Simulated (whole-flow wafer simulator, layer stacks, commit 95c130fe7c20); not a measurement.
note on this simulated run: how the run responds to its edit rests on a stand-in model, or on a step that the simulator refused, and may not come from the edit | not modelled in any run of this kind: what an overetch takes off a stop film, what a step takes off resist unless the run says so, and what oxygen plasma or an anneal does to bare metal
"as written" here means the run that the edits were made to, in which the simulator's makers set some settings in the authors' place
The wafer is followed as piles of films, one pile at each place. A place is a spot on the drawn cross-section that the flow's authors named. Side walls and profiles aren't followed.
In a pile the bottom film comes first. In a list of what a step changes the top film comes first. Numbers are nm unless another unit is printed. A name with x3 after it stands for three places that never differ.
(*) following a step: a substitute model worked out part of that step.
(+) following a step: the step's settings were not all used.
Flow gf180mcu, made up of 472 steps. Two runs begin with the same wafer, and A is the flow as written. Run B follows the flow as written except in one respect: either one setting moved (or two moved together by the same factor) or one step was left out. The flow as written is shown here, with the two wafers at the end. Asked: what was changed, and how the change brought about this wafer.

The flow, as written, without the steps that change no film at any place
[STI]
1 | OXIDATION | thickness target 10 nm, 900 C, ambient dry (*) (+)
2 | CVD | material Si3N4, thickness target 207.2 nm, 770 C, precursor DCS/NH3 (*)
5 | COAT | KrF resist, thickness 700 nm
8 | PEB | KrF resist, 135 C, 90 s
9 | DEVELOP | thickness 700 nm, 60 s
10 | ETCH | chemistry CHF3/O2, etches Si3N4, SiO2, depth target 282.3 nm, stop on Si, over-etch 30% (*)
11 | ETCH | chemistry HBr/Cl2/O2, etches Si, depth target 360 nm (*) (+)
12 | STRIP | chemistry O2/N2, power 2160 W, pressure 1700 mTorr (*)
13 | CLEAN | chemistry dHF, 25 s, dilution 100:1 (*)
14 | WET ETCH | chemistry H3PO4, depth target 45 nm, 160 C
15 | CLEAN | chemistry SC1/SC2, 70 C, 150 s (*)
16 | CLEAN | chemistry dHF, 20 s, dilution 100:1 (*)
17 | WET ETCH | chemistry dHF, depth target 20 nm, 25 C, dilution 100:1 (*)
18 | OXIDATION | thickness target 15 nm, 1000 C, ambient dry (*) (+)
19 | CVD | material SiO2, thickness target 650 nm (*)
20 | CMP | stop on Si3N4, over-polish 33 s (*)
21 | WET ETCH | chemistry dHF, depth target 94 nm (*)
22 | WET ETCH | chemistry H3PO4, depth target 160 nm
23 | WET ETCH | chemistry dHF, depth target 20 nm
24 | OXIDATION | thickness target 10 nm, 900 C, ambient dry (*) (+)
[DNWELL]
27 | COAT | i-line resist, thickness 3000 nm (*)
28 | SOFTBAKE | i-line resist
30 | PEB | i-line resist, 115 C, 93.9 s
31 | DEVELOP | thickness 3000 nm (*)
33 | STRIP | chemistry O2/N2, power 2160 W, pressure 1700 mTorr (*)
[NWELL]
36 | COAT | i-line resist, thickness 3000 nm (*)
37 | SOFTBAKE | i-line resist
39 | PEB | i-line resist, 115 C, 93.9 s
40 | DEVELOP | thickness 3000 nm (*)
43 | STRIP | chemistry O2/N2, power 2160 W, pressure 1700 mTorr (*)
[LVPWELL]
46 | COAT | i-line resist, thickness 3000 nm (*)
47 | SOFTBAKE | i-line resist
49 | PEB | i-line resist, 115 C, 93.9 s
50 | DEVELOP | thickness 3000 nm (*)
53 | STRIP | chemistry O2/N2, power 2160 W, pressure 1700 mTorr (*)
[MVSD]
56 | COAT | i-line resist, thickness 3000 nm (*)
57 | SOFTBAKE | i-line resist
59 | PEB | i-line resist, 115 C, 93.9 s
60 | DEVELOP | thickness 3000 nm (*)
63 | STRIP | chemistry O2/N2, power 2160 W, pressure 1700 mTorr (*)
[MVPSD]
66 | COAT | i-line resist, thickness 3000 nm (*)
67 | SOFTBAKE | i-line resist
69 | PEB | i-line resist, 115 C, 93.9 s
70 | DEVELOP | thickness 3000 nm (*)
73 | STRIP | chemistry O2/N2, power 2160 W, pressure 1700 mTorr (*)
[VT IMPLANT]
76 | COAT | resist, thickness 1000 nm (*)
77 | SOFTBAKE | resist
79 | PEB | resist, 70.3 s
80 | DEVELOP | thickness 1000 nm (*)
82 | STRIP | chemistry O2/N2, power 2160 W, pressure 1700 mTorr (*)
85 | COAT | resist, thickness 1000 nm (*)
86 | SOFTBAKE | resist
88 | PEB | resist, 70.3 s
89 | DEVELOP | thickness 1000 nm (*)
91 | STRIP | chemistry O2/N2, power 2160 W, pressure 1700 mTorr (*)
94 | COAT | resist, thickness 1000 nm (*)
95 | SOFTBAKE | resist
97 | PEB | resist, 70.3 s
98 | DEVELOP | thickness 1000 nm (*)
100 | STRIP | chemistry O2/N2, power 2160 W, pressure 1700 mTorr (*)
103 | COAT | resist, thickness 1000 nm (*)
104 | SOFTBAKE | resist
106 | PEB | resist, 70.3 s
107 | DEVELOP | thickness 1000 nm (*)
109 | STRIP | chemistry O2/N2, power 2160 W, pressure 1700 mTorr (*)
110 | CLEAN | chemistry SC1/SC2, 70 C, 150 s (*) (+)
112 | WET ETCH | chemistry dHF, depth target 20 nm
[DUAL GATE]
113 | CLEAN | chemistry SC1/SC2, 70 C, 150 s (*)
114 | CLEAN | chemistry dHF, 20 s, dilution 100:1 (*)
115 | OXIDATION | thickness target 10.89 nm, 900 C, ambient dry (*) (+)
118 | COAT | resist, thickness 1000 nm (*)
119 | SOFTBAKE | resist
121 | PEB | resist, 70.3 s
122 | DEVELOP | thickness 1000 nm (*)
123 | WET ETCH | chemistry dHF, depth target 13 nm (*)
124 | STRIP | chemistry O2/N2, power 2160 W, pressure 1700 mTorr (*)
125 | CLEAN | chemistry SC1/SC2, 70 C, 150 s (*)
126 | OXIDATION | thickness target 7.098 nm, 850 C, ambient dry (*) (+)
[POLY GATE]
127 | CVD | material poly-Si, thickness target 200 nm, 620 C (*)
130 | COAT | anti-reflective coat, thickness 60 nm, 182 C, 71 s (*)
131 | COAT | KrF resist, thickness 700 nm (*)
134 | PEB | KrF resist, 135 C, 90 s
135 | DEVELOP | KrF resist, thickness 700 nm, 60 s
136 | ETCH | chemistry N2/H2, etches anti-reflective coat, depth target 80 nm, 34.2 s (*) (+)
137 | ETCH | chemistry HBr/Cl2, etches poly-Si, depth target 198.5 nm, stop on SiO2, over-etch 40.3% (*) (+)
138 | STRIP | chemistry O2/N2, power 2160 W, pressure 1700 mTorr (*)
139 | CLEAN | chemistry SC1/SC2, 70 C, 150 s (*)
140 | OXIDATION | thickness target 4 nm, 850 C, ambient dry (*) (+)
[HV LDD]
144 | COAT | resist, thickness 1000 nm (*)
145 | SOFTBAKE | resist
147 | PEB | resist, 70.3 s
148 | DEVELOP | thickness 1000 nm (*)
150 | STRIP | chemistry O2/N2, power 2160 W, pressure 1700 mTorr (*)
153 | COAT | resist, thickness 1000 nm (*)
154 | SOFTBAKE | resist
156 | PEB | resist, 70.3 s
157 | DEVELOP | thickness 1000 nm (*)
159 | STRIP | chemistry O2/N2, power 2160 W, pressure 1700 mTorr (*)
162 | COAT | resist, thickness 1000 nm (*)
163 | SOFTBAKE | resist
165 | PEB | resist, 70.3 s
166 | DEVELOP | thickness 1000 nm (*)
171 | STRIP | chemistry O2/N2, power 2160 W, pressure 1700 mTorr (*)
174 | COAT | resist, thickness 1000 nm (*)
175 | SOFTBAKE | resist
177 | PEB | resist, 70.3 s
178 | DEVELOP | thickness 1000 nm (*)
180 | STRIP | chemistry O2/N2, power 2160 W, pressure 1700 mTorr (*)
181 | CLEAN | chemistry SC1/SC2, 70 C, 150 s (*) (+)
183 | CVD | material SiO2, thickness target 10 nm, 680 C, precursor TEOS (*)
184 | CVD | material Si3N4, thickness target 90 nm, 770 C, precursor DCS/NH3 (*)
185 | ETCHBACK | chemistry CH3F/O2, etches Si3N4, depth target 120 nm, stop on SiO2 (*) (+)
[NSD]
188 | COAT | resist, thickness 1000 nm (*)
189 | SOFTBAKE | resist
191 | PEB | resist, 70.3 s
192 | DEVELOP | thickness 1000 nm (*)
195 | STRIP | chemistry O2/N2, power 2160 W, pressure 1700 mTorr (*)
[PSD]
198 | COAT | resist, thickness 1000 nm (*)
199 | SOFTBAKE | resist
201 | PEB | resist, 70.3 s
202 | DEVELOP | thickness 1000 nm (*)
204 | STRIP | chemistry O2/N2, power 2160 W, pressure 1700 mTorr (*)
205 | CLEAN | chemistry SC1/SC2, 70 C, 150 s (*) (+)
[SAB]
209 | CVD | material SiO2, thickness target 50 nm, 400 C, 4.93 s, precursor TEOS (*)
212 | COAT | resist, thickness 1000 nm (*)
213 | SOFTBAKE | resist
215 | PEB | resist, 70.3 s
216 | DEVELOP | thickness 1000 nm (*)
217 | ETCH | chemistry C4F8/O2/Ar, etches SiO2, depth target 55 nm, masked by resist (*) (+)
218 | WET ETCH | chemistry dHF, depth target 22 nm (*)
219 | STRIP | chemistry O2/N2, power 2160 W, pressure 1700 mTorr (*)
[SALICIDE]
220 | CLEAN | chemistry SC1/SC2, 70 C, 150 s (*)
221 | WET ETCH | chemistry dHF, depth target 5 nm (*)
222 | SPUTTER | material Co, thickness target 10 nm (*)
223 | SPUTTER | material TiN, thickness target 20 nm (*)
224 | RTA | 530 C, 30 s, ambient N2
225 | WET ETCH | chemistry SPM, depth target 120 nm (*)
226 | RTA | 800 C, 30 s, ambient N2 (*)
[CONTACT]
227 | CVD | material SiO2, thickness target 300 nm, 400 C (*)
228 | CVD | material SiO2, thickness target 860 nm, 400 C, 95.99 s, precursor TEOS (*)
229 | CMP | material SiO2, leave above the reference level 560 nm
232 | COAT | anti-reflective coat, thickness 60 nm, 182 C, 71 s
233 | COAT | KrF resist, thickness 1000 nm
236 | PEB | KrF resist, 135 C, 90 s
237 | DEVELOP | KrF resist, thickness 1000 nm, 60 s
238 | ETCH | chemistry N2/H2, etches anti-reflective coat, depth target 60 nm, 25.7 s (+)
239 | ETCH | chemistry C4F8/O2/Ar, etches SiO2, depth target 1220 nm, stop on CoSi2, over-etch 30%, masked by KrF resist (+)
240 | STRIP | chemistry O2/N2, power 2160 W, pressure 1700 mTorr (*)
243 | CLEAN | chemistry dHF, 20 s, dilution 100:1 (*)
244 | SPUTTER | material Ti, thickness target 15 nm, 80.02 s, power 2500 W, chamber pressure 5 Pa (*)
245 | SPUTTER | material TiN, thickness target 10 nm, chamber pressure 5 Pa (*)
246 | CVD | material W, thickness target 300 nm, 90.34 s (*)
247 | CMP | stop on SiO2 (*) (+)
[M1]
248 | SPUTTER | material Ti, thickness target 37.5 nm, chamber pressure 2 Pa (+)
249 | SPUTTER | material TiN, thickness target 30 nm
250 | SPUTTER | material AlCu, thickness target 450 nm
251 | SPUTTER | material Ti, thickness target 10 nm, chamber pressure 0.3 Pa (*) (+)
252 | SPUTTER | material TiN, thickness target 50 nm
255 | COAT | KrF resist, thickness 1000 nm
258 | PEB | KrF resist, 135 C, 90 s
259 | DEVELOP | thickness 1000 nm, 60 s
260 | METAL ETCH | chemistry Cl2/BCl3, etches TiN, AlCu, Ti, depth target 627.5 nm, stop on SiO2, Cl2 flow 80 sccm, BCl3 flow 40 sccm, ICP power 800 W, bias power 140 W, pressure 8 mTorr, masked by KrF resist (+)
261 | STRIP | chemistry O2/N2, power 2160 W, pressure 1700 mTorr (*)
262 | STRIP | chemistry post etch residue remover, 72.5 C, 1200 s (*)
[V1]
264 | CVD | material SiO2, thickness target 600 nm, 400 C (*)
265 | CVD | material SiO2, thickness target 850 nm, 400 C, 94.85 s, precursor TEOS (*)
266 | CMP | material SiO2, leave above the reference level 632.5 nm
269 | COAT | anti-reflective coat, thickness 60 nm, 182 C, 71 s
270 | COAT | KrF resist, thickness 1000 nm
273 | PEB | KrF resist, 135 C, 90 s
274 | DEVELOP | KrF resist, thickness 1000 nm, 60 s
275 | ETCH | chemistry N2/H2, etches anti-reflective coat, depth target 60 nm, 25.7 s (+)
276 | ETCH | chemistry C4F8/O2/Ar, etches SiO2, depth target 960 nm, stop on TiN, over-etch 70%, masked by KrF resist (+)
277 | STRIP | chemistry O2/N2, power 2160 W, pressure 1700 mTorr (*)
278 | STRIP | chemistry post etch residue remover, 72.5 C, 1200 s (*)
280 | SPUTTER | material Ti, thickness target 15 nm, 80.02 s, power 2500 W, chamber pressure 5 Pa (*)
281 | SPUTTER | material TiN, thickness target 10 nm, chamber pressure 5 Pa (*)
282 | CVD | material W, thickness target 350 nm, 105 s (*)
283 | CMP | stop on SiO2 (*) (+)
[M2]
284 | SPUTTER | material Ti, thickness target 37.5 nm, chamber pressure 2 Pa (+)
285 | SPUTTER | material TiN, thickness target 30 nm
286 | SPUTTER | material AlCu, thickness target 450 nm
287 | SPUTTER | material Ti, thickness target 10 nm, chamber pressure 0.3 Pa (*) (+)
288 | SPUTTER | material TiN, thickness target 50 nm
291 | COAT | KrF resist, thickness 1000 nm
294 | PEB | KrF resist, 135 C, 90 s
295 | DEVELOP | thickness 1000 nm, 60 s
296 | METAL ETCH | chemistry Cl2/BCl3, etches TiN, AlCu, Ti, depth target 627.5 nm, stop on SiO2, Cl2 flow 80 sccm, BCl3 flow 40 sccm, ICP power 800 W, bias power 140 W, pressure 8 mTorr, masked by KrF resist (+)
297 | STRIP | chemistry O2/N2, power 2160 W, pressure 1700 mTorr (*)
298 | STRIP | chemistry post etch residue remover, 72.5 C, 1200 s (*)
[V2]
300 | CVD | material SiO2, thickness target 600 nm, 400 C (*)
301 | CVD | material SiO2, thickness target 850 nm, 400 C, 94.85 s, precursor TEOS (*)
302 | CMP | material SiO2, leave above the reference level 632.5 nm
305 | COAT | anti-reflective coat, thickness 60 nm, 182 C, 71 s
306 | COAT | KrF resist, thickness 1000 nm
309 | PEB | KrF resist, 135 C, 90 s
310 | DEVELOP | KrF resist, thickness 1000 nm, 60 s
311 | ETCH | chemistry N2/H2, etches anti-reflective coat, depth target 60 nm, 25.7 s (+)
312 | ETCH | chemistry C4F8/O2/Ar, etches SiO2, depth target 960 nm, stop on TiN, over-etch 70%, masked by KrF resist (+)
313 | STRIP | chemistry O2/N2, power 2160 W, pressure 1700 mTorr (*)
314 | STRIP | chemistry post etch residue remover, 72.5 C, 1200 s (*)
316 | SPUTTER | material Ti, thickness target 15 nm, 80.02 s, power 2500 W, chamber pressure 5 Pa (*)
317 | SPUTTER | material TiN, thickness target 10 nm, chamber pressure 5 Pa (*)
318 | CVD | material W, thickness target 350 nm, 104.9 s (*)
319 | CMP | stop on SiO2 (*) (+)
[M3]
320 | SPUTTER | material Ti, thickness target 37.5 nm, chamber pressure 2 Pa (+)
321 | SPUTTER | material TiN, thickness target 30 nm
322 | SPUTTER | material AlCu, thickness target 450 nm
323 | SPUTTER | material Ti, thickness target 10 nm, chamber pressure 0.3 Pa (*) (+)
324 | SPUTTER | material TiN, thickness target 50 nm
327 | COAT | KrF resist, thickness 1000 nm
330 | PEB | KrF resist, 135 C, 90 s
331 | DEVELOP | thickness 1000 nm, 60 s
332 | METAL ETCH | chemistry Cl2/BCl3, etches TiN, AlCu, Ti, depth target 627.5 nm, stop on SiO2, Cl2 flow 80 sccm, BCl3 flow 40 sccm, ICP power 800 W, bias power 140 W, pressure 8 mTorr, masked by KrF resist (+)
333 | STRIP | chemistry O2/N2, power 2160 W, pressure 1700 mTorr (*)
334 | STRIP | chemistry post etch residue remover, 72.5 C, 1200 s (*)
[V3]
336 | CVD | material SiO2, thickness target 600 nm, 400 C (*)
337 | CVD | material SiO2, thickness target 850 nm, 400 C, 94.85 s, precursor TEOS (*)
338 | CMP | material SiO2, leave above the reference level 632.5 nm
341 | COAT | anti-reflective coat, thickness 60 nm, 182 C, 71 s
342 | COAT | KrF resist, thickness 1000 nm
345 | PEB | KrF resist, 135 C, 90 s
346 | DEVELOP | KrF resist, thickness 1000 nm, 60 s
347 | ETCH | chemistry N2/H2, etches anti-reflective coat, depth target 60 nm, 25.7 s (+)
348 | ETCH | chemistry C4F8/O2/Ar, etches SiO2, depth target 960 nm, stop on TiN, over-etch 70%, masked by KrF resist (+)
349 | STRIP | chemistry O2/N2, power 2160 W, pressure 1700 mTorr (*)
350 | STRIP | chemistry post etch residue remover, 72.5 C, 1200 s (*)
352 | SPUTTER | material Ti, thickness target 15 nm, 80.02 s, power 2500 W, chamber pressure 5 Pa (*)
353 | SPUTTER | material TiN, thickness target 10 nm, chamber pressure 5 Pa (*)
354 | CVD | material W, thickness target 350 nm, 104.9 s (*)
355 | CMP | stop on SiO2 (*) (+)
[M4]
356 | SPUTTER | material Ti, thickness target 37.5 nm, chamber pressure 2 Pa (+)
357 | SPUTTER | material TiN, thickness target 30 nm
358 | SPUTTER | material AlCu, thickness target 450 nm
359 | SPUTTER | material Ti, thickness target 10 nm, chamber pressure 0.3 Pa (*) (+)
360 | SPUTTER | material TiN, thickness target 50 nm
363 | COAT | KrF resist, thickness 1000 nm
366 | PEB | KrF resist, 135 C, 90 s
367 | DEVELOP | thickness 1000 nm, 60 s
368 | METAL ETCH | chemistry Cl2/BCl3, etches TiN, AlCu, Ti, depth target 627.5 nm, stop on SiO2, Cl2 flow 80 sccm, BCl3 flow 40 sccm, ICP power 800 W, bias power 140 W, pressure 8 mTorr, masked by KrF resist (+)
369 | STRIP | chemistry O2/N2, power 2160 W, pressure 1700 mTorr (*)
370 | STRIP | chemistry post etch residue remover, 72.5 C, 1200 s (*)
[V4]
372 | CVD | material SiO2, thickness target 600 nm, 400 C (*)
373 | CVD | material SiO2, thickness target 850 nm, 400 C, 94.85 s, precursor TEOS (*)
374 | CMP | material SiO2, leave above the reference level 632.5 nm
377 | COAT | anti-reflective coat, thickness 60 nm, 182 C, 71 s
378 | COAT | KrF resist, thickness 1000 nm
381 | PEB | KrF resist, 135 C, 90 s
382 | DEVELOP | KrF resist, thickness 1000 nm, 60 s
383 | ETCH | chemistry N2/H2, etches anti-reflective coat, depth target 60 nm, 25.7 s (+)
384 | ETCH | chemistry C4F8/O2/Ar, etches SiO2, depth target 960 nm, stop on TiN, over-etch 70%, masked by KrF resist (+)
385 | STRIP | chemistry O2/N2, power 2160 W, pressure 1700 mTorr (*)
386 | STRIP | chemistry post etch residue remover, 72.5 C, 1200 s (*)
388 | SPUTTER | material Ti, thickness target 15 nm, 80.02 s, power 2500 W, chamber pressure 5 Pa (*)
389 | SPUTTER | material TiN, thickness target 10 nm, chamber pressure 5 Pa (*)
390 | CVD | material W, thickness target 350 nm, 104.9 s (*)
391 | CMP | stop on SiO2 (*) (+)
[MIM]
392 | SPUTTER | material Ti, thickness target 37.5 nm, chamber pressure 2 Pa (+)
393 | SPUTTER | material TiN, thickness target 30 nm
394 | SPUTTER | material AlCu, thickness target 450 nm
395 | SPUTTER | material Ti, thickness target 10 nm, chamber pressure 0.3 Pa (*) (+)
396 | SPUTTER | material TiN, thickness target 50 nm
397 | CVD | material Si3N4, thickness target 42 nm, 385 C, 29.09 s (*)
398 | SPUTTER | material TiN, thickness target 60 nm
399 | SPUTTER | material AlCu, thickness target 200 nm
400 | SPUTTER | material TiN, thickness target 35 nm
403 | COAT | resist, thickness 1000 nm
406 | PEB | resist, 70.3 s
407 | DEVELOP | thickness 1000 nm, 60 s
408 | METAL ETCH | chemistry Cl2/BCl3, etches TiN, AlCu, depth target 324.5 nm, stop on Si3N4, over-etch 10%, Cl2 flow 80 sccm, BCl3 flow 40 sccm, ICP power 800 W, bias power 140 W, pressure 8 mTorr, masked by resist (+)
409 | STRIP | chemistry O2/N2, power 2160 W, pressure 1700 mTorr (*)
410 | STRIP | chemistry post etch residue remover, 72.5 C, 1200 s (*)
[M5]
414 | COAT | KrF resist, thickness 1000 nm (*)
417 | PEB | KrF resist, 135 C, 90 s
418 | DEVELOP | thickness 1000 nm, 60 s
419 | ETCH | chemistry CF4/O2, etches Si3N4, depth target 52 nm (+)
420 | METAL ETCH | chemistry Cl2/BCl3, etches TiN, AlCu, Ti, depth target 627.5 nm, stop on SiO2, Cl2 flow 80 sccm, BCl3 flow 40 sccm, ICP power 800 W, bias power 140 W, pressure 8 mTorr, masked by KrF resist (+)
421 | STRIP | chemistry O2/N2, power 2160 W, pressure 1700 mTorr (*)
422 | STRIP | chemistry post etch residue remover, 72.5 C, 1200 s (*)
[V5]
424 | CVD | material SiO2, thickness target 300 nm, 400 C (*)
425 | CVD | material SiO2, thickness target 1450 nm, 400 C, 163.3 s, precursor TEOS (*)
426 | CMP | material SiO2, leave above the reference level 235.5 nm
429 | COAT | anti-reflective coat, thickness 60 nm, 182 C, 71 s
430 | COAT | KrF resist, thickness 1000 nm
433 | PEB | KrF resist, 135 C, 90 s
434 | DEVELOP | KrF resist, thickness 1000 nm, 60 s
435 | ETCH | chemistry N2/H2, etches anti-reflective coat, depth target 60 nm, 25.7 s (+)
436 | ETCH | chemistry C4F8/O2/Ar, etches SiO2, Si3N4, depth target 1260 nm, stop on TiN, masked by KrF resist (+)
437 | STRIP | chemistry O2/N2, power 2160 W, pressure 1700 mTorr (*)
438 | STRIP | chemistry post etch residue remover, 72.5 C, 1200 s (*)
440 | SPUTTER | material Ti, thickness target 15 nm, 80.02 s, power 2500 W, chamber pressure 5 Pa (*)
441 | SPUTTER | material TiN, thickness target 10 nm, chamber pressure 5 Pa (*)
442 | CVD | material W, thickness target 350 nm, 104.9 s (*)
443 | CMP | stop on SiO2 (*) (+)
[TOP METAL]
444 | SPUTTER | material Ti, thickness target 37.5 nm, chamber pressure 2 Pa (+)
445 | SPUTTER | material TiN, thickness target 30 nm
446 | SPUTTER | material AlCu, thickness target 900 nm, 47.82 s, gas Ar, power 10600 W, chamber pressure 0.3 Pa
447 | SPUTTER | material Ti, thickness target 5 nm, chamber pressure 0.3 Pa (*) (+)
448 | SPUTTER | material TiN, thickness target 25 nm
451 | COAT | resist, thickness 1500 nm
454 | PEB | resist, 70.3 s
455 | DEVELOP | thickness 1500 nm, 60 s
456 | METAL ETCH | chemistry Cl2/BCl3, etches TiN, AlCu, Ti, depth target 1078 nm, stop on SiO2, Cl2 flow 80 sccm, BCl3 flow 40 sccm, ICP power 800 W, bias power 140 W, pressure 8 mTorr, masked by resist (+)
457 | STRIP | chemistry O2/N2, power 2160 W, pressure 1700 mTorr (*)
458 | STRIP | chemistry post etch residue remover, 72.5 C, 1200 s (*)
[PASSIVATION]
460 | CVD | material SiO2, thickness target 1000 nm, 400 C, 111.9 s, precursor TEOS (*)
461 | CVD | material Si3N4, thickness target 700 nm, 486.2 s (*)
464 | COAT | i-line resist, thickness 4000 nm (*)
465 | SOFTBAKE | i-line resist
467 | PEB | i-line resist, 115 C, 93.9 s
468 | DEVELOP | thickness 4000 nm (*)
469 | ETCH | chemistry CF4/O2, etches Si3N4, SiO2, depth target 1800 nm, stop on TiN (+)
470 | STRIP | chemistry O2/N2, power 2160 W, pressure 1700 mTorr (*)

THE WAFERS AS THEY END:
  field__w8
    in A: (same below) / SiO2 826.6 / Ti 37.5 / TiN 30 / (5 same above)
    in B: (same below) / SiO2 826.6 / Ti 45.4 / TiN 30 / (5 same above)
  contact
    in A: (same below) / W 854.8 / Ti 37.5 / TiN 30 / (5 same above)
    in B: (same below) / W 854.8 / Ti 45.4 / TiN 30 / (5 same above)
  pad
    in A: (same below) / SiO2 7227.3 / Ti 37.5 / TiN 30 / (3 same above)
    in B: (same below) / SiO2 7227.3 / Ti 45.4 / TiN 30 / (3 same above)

Cause: step 444, SPUTTER: thickness target 45.4 nm was run, whereas the flow has thickness target 37.5 nm.
One can read it off the wafer: field__w8 has Ti 45.4, and step 444 as written asks for 37.5 nm.

How this came from the change, step by step:
  444 | SPUTTER | material Ti, thickness target 37.5 nm, chamber pressure 2 Pa (+)
      field, field__w1, field__w2 and 109 more: A Ti gains 37.5 (new film) | B Ti gains 45.4 (new film)
  456 | METAL ETCH | chemistry Cl2/BCl3, etches TiN, AlCu, Ti, depth target 1078 nm, stop on SiO2, Cl2 flow 80 sccm, BCl3 flow 40 sccm, ICP power 800 W, bias power 140 W, pressure 8 mTorr, masked by resist (+)
      field, field__w1, field__w2 and 103 more: A TiN loses 25 (all of it), Ti loses 5 (all of it), AlCu loses 900 (all of it), TiN loses 30 (all of it), Ti loses 37.5 (all of it) | B TiN loses 25 (all of it), Ti loses 5 (all of it), AlCu loses 900 (all of it), TiN loses 30 (all of it), Ti loses 45.4 (all of it)
  465 | SOFTBAKE | i-line resist
      gate: A i-line resist gains 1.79 | B i-line resist loses 0.3
      field__w11, field__w13: A i-line resist gains 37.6 | B i-line resist gains 31.4
      (also at 57 further places)
